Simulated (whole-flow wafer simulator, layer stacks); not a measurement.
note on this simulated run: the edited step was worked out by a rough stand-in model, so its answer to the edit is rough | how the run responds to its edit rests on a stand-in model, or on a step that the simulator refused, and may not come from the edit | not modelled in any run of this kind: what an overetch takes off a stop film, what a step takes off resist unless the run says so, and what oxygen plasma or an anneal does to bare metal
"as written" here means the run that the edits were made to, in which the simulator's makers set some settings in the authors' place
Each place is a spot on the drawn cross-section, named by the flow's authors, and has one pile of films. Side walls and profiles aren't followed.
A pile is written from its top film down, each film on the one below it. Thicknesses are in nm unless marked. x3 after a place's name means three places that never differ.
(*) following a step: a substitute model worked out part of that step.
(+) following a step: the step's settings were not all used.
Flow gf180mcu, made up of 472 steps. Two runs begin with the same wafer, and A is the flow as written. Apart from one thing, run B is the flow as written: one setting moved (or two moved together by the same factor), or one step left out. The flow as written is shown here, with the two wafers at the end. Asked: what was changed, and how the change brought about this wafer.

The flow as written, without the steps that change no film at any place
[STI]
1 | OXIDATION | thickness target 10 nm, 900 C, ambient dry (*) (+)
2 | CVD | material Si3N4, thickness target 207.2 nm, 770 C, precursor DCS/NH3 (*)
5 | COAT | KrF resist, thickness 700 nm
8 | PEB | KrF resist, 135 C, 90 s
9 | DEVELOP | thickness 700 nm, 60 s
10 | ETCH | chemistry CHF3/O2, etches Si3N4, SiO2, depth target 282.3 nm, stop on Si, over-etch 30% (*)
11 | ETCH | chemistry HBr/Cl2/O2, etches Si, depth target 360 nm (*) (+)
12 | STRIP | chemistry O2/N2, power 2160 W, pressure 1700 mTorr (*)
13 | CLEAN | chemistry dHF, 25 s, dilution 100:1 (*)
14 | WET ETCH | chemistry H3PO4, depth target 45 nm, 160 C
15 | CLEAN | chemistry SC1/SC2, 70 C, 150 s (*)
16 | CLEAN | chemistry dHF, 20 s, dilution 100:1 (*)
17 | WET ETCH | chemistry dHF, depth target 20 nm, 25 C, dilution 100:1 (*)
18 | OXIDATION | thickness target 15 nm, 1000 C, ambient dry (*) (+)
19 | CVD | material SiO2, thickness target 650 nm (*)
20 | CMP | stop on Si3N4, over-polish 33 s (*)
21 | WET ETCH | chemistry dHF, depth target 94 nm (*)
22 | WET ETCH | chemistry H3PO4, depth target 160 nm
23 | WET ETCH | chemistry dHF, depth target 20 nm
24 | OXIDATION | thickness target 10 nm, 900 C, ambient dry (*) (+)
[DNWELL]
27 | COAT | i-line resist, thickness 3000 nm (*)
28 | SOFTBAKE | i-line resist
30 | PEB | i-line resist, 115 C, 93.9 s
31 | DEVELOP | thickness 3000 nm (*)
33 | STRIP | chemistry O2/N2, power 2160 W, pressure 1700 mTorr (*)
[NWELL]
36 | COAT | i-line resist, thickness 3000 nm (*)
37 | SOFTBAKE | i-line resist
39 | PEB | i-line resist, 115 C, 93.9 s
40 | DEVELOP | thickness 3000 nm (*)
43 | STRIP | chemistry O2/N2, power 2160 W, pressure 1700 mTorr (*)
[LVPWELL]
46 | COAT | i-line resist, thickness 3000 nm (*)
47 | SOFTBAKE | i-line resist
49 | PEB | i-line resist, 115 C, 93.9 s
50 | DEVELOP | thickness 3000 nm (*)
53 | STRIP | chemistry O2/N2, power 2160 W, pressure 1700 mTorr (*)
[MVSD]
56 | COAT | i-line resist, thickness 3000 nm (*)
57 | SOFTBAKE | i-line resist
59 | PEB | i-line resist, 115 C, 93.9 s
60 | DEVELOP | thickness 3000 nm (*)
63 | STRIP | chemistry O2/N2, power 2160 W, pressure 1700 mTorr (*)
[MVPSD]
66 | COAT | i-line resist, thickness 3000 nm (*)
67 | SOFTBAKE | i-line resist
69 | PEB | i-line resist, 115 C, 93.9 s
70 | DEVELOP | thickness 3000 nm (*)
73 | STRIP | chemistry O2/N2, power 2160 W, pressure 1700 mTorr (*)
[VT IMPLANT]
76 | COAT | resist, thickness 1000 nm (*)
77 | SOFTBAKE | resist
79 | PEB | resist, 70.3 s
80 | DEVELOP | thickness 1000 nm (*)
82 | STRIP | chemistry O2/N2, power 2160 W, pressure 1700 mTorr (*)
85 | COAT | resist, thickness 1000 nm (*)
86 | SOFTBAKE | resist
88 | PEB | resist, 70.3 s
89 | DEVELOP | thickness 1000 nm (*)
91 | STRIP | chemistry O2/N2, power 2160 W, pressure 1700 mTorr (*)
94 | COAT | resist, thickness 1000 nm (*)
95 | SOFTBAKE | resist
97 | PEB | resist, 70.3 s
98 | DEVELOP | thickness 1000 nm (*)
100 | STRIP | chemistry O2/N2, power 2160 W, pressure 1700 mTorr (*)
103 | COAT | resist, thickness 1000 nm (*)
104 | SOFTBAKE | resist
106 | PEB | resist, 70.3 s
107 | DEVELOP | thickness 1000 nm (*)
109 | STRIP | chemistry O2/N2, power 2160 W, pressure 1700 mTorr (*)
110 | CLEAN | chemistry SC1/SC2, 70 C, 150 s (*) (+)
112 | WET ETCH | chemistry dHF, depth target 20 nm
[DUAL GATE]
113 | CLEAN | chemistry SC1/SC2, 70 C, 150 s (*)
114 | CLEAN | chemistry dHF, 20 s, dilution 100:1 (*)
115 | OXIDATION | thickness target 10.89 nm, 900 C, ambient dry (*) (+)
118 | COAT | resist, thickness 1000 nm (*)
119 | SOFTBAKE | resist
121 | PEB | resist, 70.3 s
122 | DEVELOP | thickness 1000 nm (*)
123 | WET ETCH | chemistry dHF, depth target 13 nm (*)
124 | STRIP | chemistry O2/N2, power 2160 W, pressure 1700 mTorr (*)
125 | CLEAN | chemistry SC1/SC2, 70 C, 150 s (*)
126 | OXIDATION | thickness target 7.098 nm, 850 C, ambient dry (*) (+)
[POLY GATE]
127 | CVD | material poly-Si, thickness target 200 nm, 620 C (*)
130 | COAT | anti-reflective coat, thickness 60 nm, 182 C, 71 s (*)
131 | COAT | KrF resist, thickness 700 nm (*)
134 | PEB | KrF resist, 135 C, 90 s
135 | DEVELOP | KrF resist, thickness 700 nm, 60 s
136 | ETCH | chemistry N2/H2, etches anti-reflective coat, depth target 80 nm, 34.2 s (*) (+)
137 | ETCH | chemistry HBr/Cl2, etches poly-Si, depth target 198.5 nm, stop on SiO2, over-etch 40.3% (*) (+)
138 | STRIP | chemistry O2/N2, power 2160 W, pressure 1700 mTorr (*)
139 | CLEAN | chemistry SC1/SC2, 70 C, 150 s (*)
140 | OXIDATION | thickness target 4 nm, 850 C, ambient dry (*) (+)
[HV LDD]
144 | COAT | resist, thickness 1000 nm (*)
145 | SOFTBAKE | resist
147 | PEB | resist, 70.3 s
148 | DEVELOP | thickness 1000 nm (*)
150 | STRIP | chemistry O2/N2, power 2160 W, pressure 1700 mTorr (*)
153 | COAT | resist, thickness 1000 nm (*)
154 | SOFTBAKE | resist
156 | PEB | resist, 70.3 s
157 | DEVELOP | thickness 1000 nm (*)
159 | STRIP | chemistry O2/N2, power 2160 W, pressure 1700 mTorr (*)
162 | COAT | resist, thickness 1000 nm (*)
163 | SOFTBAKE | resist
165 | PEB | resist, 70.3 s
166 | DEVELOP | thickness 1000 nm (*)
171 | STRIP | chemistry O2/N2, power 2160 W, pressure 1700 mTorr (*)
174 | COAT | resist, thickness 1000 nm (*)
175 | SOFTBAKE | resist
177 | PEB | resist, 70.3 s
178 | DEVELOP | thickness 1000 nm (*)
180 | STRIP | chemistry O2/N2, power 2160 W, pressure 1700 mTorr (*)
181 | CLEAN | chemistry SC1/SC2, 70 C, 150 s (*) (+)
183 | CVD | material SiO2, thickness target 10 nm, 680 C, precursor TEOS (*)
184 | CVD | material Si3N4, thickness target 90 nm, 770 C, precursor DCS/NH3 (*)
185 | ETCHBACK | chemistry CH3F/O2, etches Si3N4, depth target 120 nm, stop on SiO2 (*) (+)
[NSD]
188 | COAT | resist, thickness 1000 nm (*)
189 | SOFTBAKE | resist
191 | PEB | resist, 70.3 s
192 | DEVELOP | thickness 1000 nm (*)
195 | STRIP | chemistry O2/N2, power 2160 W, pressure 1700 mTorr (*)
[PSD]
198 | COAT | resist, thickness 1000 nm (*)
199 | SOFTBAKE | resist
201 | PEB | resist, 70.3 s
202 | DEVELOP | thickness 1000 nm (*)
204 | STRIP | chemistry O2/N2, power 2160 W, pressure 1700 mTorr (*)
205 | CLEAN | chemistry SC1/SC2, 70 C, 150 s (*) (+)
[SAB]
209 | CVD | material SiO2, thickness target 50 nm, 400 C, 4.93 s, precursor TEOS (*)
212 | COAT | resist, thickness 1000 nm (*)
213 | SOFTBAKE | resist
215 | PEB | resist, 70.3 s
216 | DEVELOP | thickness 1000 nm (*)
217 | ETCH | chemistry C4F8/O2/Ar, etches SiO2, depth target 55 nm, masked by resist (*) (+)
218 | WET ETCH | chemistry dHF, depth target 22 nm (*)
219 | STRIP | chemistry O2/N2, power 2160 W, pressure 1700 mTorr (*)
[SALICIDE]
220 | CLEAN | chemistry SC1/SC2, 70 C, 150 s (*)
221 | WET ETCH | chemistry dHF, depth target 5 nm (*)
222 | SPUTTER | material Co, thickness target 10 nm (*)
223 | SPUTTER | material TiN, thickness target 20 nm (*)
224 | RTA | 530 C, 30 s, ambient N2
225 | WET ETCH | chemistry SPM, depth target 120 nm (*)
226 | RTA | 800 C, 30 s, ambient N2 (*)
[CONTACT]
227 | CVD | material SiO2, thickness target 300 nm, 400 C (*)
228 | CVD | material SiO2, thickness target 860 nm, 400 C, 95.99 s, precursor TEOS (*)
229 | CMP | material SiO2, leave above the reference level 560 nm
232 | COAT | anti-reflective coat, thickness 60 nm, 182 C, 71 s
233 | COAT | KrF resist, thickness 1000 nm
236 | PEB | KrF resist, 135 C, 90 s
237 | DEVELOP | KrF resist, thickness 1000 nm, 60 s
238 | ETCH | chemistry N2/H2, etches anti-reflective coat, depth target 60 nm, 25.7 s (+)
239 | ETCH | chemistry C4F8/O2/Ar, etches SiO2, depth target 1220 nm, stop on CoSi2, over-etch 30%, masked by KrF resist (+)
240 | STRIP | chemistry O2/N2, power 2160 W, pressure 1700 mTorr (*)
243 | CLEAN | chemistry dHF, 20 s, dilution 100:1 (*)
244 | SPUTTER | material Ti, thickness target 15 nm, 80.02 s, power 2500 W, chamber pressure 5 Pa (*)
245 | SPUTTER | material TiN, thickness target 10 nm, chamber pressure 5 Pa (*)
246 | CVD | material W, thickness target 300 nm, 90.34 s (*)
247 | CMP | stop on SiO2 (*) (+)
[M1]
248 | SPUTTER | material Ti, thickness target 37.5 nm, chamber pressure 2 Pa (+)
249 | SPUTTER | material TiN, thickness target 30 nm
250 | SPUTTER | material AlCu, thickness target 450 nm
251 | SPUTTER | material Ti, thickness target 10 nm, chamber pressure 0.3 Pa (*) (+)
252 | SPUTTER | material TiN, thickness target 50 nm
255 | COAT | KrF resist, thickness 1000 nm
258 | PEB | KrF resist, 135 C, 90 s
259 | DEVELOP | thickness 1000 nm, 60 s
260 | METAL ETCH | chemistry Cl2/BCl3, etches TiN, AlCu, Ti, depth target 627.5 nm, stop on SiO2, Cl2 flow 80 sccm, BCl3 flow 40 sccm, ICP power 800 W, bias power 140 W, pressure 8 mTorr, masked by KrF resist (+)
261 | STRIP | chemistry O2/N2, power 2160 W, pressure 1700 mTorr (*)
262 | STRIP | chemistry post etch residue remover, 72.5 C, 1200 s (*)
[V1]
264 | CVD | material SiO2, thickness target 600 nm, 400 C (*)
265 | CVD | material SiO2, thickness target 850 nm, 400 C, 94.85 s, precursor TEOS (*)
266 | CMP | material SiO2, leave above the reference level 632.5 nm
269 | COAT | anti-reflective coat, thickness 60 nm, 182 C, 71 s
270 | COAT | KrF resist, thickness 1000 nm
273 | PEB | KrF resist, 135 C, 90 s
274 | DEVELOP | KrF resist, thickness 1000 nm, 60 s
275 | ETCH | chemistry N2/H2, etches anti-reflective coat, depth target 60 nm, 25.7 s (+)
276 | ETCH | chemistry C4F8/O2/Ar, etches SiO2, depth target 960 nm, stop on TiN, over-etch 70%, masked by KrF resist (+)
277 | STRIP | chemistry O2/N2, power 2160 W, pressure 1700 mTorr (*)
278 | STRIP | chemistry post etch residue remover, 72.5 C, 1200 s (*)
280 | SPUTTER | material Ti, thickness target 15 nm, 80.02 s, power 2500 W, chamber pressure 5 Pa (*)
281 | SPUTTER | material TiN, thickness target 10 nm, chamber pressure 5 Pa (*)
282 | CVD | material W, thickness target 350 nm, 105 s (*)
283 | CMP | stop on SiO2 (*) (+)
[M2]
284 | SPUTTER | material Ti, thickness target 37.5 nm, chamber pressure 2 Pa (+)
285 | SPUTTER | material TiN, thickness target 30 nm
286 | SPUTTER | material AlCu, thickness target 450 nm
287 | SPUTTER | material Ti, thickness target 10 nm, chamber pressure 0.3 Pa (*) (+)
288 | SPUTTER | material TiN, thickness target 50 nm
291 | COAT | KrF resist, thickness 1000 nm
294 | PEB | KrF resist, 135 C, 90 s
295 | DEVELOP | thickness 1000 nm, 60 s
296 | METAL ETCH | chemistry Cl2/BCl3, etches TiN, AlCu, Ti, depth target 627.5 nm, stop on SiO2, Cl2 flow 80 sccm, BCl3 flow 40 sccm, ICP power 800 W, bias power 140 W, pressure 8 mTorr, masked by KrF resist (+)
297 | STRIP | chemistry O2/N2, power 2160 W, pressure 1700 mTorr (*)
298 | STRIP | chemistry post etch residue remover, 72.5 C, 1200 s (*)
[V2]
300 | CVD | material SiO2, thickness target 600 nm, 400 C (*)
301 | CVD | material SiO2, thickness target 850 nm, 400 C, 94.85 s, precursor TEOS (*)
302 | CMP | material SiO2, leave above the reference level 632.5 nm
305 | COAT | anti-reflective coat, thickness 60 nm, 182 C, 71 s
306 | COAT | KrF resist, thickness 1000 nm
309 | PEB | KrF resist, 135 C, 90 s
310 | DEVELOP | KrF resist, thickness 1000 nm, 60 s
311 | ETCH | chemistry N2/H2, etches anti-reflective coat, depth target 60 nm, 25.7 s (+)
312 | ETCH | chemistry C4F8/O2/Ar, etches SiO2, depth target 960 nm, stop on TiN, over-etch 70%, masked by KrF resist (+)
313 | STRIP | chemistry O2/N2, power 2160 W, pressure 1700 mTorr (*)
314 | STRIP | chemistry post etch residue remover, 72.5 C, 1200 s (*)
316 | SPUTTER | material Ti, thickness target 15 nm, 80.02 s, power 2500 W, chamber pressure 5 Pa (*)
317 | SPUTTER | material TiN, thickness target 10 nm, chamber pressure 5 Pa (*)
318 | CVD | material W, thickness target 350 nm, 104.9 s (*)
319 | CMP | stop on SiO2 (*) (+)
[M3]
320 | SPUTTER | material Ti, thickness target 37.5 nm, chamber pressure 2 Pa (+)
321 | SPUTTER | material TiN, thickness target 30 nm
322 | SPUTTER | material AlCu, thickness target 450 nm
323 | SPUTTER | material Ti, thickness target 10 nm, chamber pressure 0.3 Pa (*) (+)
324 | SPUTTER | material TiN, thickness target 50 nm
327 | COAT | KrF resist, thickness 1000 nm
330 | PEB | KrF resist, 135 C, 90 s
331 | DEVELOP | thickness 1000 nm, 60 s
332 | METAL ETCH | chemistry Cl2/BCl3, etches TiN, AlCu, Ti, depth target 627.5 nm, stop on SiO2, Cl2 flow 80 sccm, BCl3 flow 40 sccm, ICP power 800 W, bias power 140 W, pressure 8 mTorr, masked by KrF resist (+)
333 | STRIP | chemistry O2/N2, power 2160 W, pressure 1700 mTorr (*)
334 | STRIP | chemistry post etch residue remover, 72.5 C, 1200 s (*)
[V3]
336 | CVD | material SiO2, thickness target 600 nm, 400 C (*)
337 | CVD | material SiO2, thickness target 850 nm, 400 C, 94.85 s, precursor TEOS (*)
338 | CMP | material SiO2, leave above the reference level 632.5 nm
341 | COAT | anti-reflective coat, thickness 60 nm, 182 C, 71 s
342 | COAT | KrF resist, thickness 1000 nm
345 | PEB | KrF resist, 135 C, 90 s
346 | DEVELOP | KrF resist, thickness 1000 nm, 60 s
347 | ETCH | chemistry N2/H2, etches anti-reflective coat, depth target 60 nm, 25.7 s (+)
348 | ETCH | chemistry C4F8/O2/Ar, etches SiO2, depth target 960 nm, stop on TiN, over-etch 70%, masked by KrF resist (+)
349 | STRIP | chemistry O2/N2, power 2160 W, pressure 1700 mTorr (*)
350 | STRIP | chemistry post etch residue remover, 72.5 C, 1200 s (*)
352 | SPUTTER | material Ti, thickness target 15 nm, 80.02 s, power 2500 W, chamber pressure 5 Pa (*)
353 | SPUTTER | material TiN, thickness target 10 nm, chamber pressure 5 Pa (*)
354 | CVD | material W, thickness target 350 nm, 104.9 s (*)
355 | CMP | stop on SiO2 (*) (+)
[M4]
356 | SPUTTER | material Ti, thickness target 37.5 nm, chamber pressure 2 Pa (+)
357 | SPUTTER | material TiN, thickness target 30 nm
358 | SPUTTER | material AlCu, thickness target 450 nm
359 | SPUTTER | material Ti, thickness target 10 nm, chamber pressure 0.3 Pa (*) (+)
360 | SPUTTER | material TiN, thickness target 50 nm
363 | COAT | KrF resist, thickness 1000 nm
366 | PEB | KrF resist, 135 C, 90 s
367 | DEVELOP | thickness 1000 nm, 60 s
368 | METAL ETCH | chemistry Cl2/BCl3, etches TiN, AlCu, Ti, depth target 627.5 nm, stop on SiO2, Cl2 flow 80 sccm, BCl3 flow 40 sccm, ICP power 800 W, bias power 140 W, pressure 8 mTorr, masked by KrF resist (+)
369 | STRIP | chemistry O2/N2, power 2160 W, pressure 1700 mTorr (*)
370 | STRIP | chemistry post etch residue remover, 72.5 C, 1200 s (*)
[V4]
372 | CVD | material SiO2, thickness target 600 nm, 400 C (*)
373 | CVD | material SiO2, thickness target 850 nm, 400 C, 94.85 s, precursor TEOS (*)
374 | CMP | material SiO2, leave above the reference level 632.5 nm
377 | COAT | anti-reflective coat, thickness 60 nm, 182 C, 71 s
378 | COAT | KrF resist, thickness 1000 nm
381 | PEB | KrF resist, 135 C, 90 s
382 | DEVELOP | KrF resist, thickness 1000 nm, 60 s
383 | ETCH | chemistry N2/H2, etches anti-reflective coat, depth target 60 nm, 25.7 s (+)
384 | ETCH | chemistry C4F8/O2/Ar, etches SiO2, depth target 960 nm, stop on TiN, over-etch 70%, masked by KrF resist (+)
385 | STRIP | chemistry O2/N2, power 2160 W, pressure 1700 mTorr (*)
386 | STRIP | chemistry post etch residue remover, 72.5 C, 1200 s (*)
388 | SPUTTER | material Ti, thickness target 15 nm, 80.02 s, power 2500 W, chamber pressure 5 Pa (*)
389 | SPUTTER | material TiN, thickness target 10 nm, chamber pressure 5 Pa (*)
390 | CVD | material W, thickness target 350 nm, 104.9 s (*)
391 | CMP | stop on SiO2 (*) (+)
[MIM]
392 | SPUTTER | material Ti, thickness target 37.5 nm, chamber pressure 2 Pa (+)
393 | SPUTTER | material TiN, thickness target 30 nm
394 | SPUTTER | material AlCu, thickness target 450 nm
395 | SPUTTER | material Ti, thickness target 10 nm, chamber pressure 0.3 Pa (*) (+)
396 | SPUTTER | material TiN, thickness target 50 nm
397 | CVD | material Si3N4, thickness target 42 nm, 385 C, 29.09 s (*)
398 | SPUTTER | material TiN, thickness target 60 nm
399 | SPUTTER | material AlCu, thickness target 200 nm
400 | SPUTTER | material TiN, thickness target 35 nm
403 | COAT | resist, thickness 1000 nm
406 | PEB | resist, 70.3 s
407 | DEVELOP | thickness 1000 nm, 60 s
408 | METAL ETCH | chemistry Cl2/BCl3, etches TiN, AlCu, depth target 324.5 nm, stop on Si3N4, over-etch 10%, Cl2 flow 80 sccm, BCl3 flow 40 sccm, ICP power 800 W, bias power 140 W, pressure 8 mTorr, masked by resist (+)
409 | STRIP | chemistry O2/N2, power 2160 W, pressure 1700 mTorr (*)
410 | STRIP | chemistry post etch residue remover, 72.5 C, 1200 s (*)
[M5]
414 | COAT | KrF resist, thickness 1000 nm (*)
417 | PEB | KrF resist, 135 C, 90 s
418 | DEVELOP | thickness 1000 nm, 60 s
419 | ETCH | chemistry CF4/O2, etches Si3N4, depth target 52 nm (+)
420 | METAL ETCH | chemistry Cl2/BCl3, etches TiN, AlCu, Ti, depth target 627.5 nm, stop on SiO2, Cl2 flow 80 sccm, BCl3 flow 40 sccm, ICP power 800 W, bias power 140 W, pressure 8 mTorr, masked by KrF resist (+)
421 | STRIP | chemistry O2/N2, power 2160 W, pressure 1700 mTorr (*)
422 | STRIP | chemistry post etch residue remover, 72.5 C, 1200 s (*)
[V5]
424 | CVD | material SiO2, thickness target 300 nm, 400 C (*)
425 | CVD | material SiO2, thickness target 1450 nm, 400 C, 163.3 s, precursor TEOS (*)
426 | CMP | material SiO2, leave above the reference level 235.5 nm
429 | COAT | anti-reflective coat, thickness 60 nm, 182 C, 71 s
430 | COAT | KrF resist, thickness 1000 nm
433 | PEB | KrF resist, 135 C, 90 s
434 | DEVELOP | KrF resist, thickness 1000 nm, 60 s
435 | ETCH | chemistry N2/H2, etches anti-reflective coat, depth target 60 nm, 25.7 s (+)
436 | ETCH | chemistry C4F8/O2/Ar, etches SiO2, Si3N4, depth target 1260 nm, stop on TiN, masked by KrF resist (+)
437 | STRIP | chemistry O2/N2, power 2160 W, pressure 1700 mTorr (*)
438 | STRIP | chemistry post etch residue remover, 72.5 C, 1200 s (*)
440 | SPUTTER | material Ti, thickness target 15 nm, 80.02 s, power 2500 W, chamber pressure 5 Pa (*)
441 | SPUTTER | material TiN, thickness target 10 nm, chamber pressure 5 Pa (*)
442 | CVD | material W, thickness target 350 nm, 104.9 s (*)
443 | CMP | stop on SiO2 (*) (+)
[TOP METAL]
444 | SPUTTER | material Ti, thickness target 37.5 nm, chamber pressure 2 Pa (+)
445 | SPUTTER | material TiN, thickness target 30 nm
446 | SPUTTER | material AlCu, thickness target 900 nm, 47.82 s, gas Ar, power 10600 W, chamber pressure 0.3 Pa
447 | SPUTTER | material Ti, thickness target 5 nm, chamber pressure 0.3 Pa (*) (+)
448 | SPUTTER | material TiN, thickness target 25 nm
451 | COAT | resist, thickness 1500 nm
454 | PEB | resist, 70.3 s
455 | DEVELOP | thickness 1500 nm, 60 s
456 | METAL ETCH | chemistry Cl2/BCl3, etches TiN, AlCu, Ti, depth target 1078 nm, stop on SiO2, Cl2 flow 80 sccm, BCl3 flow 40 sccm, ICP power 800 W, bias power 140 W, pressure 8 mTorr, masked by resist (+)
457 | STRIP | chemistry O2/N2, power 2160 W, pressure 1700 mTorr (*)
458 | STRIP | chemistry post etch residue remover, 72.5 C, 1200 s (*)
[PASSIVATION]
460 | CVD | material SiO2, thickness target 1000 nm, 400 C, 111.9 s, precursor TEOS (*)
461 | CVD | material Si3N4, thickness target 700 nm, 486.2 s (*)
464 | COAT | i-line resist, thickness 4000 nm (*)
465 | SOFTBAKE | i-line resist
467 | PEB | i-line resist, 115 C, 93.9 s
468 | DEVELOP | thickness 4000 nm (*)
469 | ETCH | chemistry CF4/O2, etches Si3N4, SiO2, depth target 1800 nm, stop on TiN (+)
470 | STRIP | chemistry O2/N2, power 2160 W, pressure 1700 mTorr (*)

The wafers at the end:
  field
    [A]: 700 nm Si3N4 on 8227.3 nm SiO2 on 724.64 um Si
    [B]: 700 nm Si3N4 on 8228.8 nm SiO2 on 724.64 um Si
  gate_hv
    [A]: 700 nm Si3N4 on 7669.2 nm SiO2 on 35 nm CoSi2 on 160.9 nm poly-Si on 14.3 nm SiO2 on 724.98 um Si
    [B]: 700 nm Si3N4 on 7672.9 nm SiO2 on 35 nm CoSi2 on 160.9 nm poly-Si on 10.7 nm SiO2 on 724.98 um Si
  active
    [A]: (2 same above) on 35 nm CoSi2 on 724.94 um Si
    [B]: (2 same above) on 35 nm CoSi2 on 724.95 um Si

Cause: step 115, OXIDATION: thickness target 6.804 nm was run, while the flow as written has thickness target 10.89 nm.

How this came from the change, step by step:
  115 | OXIDATION | thickness target 10.89 nm, 900 C, ambient dry (*) (+)
      active, n_well, p_well and 40 more: A +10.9 SiO2 (new film), -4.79 Si | B +6.8 SiO2 (new film), -2.99 Si
      sti, mim_1p0, pad and 21 more: A +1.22 SiO2, -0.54 Si | B +0.56 SiO2, -0.25 Si
      (also at 25 further places)
  123 | WET ETCH | chemistry dHF, depth target 13 nm (*)
      active, n_well, p_well and 12 more: A -10.9 SiO2 (all of it) | B -6.8 SiO2 (all of it)
  126 | OXIDATION | thickness target 7.098 nm, 850 C, ambient dry (*) (+)
      gate_hv, active_hv, active_nat and 25 more: A +3.72 SiO2, -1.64 Si | B +4.25 SiO2, -1.87 Si
  130 | COAT | anti-reflective coat, thickness 60 nm, 182 C, 71 s (*)
      p_well, spacer, sd_n: A +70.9 anti-reflective coat (new film) | B +68.7 anti-reflective coat (new film)
      contact: A +67.5 anti-reflective coat (new film) | B +65.5 anti-reflective coat (new film)
      (also at 4 further places)
  136 | ETCH | chemistry N2/H2, etches anti-reflective coat, depth target 80 nm, 34.2 s (*) (+)
      p_well, spacer, sd_n: A -70.9 anti-reflective coat (all of it), -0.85 poly-Si | B -68.7 anti-reflective coat (all of it), -0.9 poly-Si
      contact: A -67.5 anti-reflective coat (all of it), -0.94 poly-Si | B -65.5 anti-reflective coat (all of it), -0.99 poly-Si
      (also at 3 further places)
  138 | STRIP | chemistry O2/N2, power 2160 W, pressure 1700 mTorr (*)
      ld_fp_p: A +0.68 chemical SiO2 (new film), -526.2 KrF resist (all of it), -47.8 anti-reflective coat (all of it), -0.3 poly-Si | B +0.68 chemical SiO2 (new film), -526.4 KrF resist (all of it), -46.8 anti-reflective coat (all of it), -0.3 poly-Si
  145 | SOFTBAKE | resist
      active_nat: A +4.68 resist | B +8.9 resist
  154 | SOFTBAKE | resist
      active_nat: A +4.68 resist | B +8.9 resist
  163 | SOFTBAKE | resist
      active_nat: A +4.68 resist | B +8.9 resist
  175 | SOFTBAKE | resist
      active_nat: A +4.68 resist | B +8.9 resist
  189 | SOFTBAKE | resist
      active_hv: A +2.68 resist | B -0.39 resist
      nw_enc_fld_lv__w3: A +2.11 resist | B -1.69 resist
  199 | SOFTBAKE | resist
      active_hv: A +2.68 resist | B -0.39 resist
      nw_enc_fld_lv__w3: A +2.11 resist | B -1.69 resist
  218 | WET ETCH | chemistry dHF, depth target 22 nm (*)
      ldn_tap, ldn_src, ldn_drn, ldp_tap, ldp_src, ldp_drn, ldp_gr: A -16 SiO2 (all of it) | B -12.5 SiO2 (all of it)
      ld_drn_n, ld_sd_p: A -14.8 SiO2 (all of it) | B -11.3 SiO2 (all of it)
      (also at 5 further places)
  223 | SPUTTER | material TiN, thickness target 20 nm (*)
      field__w12: A +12 TiN (new film) | B +12.6 TiN (new film)
  225 | WET ETCH | chemistry SPM, depth target 120 nm (*)
      field__w12: A -12 TiN (all of it), -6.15 Co (all of it) | B -12.6 TiN (all of it), -6.15 Co (all of it)
